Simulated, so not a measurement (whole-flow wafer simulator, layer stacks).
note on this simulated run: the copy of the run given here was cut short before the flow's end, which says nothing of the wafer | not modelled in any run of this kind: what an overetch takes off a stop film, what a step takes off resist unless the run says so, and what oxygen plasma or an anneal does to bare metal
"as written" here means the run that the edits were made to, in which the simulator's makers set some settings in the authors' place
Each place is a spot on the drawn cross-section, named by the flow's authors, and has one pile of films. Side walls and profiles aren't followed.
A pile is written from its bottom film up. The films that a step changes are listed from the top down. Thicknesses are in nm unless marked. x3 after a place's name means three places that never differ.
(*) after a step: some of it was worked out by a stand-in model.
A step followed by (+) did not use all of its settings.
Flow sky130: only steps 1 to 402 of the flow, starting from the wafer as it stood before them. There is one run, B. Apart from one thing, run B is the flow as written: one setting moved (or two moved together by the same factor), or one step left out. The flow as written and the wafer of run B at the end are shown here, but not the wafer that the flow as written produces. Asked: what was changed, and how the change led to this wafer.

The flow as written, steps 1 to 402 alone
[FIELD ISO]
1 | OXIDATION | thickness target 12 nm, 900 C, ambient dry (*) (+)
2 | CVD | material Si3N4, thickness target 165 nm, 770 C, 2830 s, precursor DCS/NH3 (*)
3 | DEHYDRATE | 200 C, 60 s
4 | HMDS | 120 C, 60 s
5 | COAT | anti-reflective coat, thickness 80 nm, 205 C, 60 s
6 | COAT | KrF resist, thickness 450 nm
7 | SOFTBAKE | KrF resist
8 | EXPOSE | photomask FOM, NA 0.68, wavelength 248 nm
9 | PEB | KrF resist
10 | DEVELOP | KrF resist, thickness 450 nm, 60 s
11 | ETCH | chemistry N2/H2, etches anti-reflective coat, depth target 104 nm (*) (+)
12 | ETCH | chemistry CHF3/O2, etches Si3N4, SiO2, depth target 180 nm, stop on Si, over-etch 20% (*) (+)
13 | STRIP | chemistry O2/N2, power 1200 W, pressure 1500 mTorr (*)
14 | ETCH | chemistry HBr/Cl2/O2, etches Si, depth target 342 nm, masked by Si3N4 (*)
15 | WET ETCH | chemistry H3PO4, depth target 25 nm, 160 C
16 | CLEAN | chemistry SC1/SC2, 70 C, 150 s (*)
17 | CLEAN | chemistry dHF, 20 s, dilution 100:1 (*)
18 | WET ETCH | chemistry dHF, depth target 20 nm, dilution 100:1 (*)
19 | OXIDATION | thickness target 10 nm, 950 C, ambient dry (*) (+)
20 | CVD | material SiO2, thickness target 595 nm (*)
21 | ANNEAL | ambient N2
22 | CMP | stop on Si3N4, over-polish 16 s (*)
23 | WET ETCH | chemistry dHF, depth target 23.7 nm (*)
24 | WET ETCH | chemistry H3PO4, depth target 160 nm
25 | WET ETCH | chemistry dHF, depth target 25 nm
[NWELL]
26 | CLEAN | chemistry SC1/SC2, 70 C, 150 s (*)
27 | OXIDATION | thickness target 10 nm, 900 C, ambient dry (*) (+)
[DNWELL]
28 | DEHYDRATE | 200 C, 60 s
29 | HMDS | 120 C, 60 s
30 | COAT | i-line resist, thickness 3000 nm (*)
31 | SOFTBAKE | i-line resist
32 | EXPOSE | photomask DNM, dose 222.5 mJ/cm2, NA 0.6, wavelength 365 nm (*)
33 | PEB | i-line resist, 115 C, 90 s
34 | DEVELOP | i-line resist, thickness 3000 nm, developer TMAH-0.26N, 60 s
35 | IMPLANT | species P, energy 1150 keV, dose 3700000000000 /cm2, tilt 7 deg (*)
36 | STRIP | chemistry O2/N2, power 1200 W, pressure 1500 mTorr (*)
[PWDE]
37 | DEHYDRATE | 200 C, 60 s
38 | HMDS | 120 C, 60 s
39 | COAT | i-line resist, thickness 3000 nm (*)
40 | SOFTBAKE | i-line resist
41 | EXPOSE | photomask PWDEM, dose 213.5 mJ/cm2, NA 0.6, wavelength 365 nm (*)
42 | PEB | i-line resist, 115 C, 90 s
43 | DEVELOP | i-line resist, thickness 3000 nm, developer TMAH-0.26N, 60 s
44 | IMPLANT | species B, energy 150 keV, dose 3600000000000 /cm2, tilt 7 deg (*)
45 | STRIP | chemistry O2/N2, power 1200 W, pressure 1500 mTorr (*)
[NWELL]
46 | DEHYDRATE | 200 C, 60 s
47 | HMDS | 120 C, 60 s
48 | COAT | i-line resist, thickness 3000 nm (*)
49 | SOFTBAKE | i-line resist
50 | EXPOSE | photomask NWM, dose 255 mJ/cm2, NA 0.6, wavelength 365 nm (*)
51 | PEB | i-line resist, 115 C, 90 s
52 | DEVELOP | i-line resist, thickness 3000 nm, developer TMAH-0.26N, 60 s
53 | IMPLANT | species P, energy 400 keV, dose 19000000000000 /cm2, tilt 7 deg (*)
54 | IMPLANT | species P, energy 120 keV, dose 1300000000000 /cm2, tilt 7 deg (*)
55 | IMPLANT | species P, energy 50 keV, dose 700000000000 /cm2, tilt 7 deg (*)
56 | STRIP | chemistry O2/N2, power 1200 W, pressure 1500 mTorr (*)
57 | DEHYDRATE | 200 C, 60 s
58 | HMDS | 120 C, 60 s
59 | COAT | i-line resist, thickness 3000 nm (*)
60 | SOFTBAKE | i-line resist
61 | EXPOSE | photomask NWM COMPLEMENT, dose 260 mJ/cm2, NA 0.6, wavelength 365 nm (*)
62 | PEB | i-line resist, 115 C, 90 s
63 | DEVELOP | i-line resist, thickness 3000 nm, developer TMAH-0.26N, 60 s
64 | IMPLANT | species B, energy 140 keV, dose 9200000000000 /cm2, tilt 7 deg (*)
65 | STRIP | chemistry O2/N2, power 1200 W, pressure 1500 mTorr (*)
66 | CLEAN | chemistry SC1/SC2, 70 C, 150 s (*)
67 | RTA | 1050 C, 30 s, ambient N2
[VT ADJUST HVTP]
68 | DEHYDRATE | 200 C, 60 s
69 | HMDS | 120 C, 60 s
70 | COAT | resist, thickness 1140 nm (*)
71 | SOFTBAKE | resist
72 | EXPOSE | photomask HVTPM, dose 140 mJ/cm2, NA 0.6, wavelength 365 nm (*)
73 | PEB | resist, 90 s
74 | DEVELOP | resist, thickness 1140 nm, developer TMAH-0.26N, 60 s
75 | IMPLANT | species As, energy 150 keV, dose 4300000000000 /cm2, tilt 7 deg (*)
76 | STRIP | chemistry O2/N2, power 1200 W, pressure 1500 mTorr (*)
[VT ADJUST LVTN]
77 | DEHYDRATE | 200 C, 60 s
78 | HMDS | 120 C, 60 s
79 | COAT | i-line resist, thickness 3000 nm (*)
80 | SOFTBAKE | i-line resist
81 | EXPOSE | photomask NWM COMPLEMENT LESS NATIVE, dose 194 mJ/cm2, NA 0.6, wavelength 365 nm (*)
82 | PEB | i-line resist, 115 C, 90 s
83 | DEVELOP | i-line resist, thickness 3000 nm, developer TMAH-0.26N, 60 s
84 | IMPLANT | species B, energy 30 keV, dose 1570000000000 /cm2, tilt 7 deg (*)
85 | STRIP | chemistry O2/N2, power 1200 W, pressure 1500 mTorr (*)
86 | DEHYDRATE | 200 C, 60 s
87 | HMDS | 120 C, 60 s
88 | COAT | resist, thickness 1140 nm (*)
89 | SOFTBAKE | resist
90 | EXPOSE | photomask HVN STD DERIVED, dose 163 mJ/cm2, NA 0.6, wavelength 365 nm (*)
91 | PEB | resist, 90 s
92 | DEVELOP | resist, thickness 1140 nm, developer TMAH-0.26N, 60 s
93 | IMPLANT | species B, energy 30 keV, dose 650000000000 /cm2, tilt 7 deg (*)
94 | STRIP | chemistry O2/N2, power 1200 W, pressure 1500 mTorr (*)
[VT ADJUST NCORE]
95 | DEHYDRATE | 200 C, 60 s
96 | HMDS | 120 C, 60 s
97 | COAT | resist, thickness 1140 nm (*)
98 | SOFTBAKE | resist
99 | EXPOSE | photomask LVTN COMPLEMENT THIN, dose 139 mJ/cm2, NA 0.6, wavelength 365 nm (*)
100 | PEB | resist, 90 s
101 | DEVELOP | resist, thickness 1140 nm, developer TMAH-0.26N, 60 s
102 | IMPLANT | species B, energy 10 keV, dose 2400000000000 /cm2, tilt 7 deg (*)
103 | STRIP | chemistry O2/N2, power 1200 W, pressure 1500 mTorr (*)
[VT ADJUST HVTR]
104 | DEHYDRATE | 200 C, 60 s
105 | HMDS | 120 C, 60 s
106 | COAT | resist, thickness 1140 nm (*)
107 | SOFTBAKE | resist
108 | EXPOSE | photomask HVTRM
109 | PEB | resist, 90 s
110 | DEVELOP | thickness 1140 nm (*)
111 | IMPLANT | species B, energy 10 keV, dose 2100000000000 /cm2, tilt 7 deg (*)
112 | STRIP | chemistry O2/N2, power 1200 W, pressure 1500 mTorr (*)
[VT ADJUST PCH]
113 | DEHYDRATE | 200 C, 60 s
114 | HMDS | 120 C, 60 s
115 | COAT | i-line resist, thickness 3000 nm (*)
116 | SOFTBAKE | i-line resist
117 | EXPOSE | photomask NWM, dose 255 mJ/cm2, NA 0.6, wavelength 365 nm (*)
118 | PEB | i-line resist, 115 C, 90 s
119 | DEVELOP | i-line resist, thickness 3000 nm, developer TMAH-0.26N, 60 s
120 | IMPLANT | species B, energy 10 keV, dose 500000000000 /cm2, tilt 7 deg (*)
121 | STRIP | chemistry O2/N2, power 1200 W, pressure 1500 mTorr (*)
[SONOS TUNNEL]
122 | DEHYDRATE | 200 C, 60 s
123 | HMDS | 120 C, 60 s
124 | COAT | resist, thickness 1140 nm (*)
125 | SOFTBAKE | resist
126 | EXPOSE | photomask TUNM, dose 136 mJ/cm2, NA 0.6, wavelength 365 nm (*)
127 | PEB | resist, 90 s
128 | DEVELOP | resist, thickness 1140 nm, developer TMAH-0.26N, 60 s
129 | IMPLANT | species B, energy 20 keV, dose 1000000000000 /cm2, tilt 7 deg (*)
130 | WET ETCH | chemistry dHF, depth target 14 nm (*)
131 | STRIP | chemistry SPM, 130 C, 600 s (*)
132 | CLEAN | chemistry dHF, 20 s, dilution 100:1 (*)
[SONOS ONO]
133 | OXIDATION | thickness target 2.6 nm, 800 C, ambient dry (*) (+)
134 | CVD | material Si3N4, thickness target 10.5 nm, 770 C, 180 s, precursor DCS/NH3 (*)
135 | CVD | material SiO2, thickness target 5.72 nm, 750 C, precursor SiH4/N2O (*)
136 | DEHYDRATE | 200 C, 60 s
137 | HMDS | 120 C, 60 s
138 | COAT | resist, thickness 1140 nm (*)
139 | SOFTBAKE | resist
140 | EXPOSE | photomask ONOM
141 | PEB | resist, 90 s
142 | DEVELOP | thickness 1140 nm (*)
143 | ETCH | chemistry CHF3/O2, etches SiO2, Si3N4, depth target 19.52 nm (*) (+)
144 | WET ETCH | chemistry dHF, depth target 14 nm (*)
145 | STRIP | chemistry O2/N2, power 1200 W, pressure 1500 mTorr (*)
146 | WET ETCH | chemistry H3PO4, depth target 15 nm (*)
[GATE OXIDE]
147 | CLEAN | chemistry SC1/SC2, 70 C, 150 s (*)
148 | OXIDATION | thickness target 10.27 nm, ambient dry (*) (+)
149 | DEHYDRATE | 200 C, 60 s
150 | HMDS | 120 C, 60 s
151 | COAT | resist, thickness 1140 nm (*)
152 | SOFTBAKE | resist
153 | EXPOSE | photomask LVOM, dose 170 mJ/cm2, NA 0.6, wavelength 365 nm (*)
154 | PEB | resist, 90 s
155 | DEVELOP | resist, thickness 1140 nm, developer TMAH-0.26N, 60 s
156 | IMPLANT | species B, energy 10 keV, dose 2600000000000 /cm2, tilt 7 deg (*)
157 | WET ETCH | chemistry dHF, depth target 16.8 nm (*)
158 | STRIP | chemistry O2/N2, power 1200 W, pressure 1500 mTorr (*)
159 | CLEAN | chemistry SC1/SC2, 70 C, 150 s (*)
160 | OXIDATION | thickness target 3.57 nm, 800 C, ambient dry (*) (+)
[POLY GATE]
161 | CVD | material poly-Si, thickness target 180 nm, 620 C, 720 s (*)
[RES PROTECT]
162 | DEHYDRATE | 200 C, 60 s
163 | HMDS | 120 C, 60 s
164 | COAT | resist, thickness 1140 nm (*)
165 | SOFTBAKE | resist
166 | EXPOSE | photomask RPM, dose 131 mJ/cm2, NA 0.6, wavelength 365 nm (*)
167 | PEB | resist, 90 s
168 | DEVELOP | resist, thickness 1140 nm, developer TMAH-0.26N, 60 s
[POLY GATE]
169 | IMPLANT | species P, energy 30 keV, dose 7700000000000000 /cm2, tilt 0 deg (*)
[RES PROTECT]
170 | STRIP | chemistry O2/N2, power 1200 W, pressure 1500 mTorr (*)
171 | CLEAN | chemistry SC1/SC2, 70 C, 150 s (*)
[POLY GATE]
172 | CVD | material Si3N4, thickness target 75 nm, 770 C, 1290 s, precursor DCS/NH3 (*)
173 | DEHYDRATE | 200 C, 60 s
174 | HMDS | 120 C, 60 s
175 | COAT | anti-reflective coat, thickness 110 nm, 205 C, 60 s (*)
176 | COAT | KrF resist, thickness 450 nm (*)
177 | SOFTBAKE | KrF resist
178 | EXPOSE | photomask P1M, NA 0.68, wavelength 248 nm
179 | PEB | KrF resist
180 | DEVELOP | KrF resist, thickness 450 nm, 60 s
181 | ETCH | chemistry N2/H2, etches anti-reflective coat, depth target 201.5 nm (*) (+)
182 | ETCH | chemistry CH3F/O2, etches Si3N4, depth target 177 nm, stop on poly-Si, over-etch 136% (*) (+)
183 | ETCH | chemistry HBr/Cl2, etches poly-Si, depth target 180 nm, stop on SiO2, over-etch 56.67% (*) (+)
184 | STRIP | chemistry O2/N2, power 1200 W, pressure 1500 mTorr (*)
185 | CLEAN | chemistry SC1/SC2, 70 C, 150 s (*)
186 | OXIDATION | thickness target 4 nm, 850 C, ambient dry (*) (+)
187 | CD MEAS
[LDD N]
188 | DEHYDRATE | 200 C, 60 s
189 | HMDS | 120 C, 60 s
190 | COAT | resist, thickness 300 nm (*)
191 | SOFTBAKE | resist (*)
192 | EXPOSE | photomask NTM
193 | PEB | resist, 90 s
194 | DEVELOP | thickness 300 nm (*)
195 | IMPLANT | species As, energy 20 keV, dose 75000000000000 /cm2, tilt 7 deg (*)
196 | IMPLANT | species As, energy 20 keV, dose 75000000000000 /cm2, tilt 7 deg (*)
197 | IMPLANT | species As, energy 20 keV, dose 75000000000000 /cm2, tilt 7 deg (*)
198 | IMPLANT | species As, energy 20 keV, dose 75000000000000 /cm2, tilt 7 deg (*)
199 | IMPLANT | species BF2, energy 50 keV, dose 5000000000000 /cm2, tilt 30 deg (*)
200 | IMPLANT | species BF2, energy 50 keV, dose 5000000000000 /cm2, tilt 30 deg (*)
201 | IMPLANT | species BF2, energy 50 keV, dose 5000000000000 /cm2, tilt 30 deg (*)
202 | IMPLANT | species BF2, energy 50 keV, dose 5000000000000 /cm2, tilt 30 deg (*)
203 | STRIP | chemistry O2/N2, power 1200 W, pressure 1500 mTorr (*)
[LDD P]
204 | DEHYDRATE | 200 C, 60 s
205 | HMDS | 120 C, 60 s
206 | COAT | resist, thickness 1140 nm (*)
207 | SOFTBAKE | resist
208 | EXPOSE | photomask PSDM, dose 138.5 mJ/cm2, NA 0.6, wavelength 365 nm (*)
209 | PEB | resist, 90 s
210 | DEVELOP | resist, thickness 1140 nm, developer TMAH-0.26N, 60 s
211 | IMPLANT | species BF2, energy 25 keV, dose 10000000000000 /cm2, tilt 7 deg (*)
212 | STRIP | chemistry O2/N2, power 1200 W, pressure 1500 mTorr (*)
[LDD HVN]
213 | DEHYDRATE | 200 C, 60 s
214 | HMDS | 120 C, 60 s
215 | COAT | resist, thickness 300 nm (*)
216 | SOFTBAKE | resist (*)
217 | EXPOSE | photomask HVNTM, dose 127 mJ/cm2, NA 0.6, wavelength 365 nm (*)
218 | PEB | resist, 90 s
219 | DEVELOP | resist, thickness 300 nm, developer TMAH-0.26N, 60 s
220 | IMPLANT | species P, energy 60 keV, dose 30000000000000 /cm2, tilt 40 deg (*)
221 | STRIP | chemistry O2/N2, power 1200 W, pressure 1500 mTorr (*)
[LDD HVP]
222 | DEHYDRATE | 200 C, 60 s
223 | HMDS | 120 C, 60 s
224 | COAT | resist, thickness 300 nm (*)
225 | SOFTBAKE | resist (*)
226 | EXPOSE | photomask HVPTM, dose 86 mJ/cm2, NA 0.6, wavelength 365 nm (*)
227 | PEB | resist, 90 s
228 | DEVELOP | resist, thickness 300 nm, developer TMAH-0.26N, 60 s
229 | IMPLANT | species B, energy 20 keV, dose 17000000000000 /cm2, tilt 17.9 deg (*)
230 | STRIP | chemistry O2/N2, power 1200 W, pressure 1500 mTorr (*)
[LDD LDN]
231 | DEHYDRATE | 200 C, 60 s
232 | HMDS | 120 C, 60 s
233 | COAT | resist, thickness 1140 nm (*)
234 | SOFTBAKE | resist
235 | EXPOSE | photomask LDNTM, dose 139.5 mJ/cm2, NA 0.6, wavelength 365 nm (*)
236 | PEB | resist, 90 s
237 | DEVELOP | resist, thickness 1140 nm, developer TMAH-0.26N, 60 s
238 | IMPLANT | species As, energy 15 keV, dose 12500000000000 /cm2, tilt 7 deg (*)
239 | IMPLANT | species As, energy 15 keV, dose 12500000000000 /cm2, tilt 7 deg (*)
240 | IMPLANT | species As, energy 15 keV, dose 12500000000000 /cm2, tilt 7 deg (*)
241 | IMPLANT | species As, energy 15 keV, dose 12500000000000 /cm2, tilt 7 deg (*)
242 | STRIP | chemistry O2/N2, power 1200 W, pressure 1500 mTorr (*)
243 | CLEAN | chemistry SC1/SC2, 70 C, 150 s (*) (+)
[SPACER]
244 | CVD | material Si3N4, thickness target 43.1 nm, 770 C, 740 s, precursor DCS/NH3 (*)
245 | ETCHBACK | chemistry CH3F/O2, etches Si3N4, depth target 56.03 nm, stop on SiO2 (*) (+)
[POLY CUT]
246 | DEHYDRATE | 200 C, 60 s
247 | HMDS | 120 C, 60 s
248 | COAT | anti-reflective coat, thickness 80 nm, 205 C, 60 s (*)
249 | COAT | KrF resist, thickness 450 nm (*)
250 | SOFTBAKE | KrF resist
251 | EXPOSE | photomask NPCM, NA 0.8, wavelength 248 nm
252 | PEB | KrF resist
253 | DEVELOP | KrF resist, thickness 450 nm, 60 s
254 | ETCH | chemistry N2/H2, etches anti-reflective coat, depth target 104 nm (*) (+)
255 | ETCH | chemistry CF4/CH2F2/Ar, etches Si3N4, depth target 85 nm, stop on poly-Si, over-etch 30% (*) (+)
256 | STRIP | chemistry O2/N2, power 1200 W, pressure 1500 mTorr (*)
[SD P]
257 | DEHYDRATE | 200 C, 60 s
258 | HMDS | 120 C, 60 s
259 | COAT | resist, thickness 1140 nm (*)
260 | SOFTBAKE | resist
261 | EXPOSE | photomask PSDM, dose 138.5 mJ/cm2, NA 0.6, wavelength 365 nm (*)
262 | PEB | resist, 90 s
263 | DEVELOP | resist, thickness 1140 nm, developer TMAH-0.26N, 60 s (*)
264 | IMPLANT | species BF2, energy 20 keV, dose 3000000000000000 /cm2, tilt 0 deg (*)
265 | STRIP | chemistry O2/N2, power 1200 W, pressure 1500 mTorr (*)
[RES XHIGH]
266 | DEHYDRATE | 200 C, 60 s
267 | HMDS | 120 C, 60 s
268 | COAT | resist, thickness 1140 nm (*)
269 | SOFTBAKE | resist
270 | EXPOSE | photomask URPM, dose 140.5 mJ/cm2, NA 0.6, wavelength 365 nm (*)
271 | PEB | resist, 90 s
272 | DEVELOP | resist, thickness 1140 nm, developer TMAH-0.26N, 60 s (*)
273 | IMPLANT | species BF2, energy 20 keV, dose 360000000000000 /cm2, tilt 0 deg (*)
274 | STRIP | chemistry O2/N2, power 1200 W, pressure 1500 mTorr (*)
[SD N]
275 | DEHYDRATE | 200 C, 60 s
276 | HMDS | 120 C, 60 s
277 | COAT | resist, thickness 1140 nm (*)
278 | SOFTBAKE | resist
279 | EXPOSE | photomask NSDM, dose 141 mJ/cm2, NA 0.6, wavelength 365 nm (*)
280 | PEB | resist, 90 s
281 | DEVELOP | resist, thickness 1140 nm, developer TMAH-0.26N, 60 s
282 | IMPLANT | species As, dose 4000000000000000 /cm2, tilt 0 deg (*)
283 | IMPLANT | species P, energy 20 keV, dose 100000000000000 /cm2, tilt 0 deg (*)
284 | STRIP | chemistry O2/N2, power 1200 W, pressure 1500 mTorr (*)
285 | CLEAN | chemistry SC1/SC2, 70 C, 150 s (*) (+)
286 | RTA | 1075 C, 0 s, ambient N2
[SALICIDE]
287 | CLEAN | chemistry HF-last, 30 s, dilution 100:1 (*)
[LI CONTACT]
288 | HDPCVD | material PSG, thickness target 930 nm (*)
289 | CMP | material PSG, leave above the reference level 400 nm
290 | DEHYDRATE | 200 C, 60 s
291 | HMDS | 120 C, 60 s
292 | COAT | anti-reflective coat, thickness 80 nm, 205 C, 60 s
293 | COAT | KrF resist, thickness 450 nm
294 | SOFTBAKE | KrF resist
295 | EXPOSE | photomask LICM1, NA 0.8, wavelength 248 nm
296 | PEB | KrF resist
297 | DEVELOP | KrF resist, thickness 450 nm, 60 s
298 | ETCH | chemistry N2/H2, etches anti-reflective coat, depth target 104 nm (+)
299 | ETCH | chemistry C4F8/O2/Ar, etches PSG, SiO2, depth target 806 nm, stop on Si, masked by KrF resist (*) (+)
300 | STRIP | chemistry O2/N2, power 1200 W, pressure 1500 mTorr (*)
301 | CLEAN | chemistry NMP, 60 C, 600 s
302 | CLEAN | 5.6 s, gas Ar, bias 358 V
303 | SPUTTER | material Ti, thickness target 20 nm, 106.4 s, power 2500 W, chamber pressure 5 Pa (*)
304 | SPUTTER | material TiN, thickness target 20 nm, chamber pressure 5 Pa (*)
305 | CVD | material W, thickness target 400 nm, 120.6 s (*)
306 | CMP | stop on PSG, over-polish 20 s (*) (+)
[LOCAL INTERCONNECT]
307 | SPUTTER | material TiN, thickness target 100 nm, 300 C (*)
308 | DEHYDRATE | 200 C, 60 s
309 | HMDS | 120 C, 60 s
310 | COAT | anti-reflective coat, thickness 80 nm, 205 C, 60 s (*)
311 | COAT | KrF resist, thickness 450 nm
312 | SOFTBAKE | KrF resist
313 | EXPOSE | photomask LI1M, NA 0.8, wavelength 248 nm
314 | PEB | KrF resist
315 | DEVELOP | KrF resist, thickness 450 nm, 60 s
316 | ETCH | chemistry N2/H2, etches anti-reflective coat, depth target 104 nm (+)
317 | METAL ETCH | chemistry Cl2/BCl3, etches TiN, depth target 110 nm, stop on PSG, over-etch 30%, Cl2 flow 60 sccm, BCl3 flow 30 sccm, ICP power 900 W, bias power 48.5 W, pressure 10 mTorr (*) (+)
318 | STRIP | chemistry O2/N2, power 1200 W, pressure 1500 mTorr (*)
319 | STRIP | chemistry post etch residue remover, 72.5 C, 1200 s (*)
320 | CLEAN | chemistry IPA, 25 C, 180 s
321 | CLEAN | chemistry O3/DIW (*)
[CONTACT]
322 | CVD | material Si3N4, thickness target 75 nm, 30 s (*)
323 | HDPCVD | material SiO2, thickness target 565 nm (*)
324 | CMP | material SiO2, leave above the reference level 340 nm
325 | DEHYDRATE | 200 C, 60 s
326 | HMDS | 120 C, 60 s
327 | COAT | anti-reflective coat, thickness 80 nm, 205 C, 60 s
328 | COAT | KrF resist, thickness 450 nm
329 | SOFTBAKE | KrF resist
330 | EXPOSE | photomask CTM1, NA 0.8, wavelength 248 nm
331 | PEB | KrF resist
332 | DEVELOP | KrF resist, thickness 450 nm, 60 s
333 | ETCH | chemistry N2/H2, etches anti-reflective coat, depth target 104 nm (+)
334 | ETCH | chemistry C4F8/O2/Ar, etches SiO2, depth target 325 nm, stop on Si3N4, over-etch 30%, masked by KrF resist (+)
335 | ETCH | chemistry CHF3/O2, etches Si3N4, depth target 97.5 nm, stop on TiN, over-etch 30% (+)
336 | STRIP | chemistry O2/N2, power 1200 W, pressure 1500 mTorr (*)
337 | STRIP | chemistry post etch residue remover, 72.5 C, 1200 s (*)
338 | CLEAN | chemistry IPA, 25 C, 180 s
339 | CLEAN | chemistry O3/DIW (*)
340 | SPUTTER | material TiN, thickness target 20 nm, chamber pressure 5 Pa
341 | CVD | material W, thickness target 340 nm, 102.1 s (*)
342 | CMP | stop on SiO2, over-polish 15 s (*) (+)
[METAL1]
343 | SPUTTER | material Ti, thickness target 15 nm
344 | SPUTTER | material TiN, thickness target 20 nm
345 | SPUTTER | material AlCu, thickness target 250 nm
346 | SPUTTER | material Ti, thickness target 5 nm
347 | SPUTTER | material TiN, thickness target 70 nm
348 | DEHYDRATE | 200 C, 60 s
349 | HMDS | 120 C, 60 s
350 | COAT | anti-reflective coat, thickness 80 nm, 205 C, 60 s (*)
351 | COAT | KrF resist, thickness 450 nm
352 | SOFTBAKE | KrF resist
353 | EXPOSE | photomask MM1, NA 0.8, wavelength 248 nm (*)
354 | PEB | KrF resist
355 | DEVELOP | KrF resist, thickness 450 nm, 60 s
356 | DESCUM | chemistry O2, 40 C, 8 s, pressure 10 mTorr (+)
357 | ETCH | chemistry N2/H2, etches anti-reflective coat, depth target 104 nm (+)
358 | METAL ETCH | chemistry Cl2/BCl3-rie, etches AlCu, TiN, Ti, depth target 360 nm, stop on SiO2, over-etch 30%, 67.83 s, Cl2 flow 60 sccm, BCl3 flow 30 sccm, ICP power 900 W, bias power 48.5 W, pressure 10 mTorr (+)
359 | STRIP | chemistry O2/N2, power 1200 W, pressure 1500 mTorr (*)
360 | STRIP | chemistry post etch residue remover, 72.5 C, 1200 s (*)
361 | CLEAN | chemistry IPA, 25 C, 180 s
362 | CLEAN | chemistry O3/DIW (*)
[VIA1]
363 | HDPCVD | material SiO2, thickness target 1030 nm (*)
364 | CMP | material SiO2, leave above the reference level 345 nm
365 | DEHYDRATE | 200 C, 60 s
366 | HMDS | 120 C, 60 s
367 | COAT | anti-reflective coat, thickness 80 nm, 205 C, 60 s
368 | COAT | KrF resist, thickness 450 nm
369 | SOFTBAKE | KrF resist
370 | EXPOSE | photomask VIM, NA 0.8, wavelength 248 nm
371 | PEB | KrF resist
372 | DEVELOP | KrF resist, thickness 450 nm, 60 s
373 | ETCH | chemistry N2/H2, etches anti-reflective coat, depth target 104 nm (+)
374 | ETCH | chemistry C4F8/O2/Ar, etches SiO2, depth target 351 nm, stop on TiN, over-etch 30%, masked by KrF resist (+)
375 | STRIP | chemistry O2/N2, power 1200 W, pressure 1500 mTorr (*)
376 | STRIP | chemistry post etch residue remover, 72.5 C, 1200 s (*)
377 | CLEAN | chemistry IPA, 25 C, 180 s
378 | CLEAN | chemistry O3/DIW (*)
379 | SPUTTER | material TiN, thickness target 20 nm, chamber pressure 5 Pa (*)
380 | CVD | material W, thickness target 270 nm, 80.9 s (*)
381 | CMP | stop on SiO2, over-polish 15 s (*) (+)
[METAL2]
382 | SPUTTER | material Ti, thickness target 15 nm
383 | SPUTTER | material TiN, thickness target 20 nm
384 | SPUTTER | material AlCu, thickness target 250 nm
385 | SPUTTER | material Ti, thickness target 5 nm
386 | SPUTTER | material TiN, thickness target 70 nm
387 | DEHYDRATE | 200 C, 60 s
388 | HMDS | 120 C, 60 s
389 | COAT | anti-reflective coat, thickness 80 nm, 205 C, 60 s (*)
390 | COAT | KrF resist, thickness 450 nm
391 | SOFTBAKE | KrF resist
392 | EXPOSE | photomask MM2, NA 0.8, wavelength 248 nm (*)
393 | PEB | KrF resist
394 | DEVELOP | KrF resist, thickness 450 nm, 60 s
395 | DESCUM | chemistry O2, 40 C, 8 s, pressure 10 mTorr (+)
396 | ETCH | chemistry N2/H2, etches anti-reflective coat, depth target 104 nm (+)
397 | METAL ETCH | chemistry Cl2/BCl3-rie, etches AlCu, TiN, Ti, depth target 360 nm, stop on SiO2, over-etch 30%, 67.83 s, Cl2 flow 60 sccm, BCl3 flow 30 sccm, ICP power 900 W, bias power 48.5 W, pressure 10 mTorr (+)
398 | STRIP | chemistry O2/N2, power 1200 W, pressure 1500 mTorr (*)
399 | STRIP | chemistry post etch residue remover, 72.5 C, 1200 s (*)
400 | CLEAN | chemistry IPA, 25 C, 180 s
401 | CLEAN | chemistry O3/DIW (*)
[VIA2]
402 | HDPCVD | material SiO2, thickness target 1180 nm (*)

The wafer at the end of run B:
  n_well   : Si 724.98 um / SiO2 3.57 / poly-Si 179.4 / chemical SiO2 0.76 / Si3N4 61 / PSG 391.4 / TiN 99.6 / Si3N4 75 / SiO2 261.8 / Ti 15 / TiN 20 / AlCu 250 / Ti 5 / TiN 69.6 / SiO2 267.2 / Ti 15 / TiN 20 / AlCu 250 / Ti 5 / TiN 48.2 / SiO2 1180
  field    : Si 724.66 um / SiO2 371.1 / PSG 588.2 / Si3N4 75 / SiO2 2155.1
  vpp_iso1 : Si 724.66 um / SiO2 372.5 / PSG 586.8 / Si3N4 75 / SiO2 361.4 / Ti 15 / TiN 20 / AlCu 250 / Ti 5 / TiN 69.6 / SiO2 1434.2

The reason: step 386, SPUTTER: thickness target 48.6 nm was run, though the flow has thickness target 70 nm.

Step by step, how the change led to this:
  386 | SPUTTER | material TiN, thickness target 70 nm
      field, active, n_well and 188 more: TiN gains 48.6 (new film) (it would be, as written: TiN gains 70 (new film))
  397 | METAL ETCH | chemistry Cl2/BCl3-rie, etches AlCu, TiN, Ti, depth target 360 nm, stop on SiO2, over-etch 30%, 67.83 s, Cl2 flow 60 sccm, BCl3 flow 30 sccm, ICP power 900 W, bias power 48.5 W, pressure 10 mTorr (+)
      field, active, gate and 82 more: TiN loses 47.3 (all of it), Ti loses 5 (all of it), AlCu loses 250 (all of it), TiN loses 20 (all of it), Ti loses 15 (all of it), SiO2 loses 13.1 (it would be, as written: TiN loses 68.7 (all of it), Ti loses 5 (all of it), AlCu loses 250 (all of it), TiN loses 20 (all of it), Ti loses 15 (all of it), SiO2 loses 10.9)
